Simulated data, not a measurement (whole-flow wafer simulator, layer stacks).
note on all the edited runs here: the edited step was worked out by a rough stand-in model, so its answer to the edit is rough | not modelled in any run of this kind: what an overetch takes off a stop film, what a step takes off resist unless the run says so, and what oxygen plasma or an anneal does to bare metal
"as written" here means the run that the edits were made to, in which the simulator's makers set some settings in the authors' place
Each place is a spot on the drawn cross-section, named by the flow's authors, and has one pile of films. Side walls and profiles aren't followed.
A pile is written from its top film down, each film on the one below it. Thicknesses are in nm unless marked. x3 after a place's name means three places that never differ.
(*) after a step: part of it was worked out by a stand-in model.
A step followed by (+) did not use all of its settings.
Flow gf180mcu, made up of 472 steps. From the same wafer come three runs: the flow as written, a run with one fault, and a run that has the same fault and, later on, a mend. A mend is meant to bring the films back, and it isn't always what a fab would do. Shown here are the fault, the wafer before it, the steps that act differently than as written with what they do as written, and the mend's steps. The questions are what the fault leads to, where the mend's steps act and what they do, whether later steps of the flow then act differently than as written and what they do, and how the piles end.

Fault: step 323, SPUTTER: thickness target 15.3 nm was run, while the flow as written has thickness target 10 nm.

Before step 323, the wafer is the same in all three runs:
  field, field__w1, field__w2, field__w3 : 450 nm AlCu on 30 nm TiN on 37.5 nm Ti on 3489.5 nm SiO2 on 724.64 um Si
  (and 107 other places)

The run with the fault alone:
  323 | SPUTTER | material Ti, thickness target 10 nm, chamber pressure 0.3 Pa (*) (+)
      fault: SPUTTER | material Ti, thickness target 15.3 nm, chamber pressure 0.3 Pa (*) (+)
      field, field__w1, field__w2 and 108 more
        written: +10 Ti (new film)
        fault: +15.3 Ti (new film)
  Steps later in the flow that act otherwise than as written (5 other steps are not shown; they differ only slightly, by no more than 2% or 0.5 nm, whichever is larger):
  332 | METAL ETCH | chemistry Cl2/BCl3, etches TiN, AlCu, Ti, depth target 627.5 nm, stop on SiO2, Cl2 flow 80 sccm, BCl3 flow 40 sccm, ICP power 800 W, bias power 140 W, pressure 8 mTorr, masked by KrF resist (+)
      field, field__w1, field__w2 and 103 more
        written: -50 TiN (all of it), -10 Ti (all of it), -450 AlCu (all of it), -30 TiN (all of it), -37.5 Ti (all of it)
        fault: -50 TiN (all of it), -15.3 Ti (all of it), -450 AlCu (all of it), -30 TiN (all of it), -37.5 Ti (all of it)
  The piles end different from the flow's at field__w8, contact, m1, m1__w1, m1_nw by more than 2% or 0.5 nm, whichever is larger.
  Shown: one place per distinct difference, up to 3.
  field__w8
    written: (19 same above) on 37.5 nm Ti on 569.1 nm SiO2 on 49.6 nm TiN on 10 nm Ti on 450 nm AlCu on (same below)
    fault: (19 same above) on 37.5 nm Ti on 563.8 nm SiO2 on 49.6 nm TiN on 15.3 nm Ti on 450 nm AlCu on (same below)
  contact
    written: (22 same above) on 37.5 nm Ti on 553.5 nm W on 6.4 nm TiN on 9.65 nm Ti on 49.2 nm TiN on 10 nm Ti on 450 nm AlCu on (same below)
    fault: (22 same above) on 37.5 nm Ti on 548.2 nm W on 6.42 nm TiN on 9.68 nm Ti on 49.2 nm TiN on 15.3 nm Ti on 450 nm AlCu on (same below)

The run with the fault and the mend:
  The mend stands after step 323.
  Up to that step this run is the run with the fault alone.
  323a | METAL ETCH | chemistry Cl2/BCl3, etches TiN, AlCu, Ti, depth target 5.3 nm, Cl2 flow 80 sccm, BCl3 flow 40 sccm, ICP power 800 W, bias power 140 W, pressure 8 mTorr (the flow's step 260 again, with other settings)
      field, field__w1, field__w2 and 108 more
        -5.3 Ti
  Later steps of the flow that are run all act as written at every place that is followed.
  The piles end the same as the flow's at every place that both follow.
